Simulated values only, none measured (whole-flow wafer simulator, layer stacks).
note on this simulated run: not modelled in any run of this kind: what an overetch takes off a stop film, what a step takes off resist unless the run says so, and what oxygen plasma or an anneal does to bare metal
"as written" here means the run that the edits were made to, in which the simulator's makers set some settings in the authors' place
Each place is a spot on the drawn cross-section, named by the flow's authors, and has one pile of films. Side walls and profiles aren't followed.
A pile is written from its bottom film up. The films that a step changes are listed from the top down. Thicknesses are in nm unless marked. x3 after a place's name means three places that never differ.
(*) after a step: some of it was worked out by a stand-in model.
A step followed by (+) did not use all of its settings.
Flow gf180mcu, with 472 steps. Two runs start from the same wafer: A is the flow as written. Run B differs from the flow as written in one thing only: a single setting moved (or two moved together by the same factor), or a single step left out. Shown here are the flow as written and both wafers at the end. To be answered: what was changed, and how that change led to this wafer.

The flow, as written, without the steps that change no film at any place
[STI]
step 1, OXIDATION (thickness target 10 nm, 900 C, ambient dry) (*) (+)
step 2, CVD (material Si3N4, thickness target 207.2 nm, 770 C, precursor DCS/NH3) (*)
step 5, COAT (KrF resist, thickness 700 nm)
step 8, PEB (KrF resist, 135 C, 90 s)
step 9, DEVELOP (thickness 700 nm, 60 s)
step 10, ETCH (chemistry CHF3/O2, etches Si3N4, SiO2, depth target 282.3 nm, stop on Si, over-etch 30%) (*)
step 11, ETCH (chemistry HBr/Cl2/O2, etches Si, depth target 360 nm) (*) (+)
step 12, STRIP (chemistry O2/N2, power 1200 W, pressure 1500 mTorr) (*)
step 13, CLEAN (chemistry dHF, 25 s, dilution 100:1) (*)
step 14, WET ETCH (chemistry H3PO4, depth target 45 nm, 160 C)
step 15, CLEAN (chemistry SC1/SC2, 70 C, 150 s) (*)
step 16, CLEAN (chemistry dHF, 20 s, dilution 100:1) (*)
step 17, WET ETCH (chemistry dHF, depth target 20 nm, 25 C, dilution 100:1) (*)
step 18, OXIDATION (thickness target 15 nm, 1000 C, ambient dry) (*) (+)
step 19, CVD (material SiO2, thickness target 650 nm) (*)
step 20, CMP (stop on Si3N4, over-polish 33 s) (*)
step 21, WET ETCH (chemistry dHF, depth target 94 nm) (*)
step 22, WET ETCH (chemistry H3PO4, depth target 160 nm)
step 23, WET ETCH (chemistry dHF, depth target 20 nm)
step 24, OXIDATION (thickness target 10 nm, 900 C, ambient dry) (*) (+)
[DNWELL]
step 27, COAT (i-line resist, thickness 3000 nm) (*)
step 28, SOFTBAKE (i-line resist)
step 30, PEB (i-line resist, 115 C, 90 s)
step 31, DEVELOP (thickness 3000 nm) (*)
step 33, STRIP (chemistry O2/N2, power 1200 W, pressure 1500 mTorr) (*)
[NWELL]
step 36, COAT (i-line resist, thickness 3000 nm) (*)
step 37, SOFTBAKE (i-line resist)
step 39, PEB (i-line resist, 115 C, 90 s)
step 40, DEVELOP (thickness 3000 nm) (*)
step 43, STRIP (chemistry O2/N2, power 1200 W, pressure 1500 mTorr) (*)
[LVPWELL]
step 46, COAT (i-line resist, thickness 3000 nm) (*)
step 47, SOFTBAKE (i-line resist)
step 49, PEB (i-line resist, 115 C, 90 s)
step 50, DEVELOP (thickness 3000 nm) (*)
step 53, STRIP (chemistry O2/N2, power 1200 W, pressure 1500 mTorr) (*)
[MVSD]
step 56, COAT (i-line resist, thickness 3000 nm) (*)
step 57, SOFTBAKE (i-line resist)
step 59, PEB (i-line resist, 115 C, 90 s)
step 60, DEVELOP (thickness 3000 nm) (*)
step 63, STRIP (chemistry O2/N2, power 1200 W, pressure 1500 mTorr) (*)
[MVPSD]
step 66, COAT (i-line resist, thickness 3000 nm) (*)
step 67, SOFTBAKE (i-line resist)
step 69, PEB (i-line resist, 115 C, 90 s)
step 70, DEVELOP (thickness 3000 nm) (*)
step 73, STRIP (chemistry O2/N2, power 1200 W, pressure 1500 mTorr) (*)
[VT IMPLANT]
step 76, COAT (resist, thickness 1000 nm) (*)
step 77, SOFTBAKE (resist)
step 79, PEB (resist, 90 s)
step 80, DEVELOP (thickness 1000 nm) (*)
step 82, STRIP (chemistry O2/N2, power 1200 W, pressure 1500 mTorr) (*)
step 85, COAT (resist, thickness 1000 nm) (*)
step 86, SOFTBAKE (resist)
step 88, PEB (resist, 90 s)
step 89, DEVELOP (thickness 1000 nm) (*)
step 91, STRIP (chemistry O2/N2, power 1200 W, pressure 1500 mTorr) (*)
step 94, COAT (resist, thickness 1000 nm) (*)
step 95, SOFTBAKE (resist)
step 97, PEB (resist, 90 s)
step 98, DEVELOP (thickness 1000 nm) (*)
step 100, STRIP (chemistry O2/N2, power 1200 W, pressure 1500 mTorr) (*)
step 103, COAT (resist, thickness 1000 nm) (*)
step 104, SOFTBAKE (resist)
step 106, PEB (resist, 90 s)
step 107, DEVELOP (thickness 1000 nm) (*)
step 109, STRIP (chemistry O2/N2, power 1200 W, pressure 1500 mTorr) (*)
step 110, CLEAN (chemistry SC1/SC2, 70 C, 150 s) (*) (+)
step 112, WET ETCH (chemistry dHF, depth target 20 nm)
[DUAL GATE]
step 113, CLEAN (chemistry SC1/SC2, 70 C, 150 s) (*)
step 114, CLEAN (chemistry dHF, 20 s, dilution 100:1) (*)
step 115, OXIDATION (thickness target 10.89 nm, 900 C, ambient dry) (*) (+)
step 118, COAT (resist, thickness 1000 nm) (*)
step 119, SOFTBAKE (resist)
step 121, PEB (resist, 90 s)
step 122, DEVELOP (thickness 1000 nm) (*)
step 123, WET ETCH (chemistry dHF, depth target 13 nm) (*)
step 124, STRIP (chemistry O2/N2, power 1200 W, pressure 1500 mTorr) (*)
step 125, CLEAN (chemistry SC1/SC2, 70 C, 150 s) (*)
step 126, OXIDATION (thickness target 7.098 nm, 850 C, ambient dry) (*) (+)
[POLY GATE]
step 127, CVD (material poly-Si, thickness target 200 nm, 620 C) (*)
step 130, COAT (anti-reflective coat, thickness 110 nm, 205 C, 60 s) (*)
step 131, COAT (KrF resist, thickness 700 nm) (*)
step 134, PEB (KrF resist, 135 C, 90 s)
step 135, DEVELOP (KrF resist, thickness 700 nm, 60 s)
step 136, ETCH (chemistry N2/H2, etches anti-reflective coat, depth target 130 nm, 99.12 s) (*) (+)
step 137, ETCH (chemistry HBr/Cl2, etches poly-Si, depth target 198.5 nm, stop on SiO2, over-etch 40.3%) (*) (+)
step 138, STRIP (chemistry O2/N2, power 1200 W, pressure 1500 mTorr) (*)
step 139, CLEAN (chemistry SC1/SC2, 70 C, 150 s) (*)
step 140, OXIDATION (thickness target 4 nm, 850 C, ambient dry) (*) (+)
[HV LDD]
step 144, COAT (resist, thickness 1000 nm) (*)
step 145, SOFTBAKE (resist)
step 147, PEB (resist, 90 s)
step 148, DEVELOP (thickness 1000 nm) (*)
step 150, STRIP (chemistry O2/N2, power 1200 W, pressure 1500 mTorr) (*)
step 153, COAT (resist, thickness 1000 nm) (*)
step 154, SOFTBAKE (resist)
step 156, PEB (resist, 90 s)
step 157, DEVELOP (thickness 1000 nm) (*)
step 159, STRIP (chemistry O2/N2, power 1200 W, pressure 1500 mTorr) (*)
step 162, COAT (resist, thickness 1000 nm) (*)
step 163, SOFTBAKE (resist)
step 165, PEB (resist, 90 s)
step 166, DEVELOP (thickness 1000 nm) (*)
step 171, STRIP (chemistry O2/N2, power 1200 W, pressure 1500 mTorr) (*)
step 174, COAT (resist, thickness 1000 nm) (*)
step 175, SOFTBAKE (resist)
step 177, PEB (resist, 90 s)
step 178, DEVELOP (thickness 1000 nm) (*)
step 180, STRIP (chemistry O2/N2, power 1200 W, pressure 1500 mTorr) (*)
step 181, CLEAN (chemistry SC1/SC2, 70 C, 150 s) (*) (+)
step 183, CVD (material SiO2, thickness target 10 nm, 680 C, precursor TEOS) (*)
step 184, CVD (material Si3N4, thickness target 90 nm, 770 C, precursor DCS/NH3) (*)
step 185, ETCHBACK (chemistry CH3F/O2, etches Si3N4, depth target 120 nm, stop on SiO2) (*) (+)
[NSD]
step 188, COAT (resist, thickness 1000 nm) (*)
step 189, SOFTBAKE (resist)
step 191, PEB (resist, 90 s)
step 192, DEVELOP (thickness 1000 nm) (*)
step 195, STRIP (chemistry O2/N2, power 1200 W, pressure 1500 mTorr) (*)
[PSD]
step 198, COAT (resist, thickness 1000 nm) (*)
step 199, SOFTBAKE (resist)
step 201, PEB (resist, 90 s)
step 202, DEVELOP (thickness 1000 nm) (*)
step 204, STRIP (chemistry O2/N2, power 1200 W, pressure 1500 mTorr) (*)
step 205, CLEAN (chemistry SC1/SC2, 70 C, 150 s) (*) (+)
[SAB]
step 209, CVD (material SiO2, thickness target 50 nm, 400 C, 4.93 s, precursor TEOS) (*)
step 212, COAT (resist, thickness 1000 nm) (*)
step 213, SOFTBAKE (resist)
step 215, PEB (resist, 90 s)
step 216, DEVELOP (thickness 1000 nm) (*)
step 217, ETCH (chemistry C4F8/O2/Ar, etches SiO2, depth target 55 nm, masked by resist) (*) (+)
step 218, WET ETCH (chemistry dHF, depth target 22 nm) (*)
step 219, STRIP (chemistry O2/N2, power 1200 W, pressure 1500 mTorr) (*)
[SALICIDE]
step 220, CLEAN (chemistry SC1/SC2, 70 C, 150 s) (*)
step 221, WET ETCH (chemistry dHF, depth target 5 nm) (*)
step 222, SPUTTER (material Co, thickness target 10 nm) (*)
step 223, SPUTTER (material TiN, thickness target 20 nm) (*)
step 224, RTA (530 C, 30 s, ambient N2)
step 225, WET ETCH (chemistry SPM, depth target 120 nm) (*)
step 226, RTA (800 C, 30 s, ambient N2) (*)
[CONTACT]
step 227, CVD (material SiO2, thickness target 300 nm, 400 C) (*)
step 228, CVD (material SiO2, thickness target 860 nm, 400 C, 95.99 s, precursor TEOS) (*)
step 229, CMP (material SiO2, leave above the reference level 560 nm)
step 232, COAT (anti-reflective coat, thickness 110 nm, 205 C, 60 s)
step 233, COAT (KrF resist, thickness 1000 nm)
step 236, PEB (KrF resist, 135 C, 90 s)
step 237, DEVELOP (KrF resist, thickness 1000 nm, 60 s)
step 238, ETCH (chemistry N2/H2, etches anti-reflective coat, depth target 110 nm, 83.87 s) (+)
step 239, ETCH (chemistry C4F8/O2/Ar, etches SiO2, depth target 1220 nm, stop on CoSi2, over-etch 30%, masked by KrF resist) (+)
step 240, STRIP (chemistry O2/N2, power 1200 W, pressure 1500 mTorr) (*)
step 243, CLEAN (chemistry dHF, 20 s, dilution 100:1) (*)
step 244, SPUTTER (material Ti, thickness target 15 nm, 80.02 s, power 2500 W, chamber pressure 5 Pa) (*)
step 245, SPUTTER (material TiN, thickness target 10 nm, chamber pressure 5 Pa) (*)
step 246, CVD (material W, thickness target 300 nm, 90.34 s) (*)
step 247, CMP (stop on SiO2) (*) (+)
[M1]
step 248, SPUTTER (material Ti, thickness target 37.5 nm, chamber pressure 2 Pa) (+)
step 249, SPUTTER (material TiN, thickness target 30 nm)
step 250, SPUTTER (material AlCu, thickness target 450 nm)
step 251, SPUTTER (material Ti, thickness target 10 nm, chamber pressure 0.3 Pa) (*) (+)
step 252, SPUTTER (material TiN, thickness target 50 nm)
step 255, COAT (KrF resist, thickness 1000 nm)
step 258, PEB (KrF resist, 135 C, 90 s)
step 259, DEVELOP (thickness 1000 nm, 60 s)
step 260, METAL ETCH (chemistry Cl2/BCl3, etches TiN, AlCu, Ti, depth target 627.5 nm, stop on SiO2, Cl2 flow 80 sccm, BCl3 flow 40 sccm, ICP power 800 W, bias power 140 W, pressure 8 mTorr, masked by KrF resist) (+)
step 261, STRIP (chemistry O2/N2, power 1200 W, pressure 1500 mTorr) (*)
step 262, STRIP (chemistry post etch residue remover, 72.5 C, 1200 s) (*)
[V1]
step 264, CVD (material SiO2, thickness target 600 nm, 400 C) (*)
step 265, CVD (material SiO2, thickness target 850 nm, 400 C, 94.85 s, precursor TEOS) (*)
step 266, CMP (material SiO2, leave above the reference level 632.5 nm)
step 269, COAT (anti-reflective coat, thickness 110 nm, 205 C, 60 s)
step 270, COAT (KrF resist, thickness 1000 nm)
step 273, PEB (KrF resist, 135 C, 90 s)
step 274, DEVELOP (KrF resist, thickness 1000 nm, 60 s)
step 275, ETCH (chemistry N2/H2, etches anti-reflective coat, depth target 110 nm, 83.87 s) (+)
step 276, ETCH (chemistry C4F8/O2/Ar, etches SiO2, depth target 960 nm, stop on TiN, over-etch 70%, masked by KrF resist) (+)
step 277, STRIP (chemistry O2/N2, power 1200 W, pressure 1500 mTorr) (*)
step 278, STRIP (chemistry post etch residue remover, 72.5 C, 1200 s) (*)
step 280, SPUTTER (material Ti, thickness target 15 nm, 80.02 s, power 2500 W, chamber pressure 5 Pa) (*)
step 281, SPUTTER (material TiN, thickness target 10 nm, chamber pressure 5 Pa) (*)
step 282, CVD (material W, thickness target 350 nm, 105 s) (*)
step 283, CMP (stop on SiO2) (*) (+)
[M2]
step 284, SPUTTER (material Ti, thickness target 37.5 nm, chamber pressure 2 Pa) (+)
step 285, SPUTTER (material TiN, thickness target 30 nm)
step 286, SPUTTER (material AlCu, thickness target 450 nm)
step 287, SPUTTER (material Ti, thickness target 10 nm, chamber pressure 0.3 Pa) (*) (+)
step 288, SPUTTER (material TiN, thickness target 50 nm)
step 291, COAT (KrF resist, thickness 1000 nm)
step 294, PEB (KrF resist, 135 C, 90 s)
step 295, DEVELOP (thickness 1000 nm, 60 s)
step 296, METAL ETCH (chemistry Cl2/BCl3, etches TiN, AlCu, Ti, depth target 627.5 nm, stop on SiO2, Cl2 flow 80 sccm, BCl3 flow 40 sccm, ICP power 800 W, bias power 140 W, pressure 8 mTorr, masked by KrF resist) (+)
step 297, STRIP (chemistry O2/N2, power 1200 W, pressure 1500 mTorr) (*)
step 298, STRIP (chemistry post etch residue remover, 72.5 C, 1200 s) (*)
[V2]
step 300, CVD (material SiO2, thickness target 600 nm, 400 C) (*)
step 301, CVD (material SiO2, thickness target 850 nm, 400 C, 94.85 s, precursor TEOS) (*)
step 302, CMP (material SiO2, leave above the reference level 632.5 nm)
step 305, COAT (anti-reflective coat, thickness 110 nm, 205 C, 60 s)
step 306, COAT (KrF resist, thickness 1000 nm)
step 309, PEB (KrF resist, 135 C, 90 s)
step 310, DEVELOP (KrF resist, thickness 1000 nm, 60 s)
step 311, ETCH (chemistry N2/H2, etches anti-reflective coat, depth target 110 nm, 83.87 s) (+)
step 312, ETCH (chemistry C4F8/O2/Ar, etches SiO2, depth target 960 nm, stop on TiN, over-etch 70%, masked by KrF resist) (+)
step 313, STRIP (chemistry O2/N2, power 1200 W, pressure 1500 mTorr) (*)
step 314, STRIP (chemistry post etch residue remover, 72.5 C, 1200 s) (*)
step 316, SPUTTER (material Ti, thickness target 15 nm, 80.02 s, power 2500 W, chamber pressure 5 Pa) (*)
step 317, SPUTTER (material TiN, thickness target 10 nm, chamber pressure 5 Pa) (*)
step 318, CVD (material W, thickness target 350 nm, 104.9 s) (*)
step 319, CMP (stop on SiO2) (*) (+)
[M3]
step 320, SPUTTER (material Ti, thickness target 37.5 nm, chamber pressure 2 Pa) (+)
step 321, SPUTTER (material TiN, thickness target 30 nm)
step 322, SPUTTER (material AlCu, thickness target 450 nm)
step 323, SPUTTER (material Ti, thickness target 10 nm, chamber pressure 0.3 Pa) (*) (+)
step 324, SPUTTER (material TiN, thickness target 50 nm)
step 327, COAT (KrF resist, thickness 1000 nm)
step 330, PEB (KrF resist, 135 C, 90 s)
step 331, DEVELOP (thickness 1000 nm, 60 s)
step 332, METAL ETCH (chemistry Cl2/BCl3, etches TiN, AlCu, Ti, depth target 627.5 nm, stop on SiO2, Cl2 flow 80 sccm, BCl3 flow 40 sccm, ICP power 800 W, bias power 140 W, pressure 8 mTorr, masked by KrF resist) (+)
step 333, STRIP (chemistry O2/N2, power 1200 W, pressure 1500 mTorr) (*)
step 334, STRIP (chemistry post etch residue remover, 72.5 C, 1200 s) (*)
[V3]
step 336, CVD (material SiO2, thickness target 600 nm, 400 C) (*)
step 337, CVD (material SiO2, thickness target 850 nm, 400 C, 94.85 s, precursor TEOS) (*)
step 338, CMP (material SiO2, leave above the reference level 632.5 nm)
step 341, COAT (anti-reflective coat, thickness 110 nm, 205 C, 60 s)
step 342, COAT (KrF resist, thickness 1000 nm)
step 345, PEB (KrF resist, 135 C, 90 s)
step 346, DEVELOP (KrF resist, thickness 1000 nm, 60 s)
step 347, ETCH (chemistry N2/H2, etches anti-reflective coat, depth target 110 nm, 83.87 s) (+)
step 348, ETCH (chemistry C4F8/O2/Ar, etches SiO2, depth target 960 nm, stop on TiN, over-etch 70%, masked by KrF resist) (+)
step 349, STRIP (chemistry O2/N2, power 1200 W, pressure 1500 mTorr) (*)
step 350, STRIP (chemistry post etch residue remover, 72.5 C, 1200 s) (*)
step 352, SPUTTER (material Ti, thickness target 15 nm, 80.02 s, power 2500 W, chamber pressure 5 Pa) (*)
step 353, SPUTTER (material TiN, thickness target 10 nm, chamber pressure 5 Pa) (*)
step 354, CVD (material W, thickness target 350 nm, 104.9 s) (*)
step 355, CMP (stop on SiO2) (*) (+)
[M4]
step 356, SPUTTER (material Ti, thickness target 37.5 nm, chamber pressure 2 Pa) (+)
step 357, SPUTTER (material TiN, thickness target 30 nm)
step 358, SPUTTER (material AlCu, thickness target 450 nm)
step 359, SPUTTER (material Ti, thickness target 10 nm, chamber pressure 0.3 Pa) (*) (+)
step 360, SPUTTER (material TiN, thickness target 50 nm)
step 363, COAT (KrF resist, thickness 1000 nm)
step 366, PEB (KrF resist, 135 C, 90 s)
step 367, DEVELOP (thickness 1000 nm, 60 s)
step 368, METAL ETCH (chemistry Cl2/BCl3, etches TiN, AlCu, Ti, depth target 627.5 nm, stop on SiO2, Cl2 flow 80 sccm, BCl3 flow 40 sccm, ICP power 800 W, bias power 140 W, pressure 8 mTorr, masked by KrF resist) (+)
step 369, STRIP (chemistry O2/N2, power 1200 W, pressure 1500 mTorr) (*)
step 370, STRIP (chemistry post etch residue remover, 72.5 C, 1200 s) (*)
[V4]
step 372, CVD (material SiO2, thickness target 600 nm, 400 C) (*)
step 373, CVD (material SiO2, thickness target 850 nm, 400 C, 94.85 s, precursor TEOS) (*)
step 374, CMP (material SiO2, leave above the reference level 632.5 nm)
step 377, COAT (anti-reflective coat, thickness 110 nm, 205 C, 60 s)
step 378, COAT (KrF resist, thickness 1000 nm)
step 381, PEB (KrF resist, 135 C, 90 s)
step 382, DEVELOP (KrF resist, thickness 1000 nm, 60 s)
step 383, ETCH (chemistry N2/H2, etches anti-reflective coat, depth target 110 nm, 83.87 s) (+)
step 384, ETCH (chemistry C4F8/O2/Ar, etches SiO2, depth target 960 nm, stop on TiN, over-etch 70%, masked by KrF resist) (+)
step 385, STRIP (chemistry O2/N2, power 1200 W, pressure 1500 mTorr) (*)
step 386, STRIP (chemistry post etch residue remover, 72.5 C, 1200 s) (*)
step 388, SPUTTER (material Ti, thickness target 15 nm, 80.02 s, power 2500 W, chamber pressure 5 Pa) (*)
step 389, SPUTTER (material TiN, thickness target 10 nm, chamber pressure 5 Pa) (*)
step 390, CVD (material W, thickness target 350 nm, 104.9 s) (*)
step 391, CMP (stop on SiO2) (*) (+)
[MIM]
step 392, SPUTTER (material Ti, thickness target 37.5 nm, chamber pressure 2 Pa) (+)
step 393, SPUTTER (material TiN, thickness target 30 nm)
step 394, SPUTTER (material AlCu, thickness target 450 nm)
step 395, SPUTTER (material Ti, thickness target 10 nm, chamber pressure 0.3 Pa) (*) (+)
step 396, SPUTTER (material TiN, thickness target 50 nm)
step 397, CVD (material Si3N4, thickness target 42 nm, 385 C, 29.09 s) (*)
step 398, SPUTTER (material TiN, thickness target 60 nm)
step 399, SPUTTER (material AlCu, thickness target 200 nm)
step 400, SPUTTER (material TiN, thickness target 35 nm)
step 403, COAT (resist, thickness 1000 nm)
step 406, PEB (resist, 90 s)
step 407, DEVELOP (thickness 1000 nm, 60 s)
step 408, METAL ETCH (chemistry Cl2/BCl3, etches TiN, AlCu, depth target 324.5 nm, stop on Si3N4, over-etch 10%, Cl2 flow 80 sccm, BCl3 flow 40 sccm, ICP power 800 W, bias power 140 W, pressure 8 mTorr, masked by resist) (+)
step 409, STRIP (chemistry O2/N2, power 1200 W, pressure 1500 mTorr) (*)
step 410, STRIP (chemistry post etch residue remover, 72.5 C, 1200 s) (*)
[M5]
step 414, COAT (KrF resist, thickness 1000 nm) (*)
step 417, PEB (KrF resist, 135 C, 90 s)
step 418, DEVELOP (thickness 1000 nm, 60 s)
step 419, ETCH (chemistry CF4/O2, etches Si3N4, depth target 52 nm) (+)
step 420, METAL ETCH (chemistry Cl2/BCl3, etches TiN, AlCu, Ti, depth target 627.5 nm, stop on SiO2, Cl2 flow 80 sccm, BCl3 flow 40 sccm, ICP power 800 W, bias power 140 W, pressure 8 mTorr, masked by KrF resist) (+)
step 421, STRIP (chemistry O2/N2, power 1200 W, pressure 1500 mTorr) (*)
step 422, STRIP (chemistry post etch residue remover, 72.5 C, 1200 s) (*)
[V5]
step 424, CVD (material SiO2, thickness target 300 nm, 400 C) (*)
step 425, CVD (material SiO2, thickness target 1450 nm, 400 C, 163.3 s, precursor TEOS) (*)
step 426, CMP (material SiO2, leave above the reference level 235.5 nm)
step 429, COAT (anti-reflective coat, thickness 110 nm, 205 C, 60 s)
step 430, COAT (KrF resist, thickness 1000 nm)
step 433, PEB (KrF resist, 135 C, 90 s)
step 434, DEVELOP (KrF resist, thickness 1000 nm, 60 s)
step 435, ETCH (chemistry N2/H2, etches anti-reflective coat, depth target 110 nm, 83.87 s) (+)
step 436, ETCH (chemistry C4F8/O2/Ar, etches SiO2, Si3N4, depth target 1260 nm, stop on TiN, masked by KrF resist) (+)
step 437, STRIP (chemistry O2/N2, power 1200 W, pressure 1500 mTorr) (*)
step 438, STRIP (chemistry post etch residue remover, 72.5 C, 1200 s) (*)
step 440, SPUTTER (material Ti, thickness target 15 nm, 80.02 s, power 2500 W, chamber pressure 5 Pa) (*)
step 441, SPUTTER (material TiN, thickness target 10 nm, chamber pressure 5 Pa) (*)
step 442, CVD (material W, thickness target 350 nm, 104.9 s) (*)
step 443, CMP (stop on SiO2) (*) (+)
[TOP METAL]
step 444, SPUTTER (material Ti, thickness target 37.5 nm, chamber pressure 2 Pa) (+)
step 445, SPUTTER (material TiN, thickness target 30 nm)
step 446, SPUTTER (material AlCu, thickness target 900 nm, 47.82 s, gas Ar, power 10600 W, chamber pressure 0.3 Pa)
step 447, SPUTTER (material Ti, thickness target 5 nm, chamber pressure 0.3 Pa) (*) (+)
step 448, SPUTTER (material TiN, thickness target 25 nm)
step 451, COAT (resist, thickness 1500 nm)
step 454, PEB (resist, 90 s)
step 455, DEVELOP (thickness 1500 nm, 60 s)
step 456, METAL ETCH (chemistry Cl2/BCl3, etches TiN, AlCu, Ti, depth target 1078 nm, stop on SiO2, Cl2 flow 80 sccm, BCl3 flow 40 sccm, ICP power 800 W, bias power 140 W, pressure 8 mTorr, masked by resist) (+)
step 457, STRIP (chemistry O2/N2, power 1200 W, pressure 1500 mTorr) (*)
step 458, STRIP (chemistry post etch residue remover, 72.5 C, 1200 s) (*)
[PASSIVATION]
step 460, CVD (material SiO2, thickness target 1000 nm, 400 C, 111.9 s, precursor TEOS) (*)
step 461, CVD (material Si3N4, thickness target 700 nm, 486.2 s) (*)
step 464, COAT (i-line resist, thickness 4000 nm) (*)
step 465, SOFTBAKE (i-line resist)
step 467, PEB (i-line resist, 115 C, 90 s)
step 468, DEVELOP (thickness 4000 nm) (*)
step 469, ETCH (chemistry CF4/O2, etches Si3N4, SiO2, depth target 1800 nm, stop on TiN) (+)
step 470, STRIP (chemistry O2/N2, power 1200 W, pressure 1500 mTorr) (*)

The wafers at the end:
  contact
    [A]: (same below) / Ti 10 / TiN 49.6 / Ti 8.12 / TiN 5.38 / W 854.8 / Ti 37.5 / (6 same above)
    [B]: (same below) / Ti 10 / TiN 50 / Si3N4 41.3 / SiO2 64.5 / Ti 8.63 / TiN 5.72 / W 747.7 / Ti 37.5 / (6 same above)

The reason: step 436, ETCH: depth target 765 nm was run, while the flow as written has depth target 1260 nm.

How this came from the change, step by step:
  step 436, ETCH (chemistry C4F8/O2/Ar, etches SiO2, Si3N4, depth target 1260 nm, stop on TiN, masked by KrF resist) (+)
      contact: A -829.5 SiO2 (all of it), -41.3 Si3N4 (all of it) | B -765 SiO2
      field, field__w1, field__w2 and 108 more: A -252 KrF resist | B -153 KrF resist
  step 437, STRIP (chemistry O2/N2, power 1200 W, pressure 1500 mTorr) (*)
      field, field__w1, field__w2 and 108 more: A -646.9 KrF resist (all of it), -110 anti-reflective coat (all of it) | B -745.9 KrF resist (all of it), -110 anti-reflective coat (all of it)
  step 440, SPUTTER (material Ti, thickness target 15 nm, 80.02 s, power 2500 W, chamber pressure 5 Pa) (*)
      contact: A +8.12 Ti (new film) | B +8.63 Ti (new film)
  step 442, CVD (material W, thickness target 350 nm, 104.9 s) (*)
      contact: A +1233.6 W (new film) | B +1126.5 W (new film)
Taking metal films that touch as one body, contact has 2 bodies (between them, from the top down: SiO2 64.5 / Si3N4 41.3); the flow as written gives 1 body.
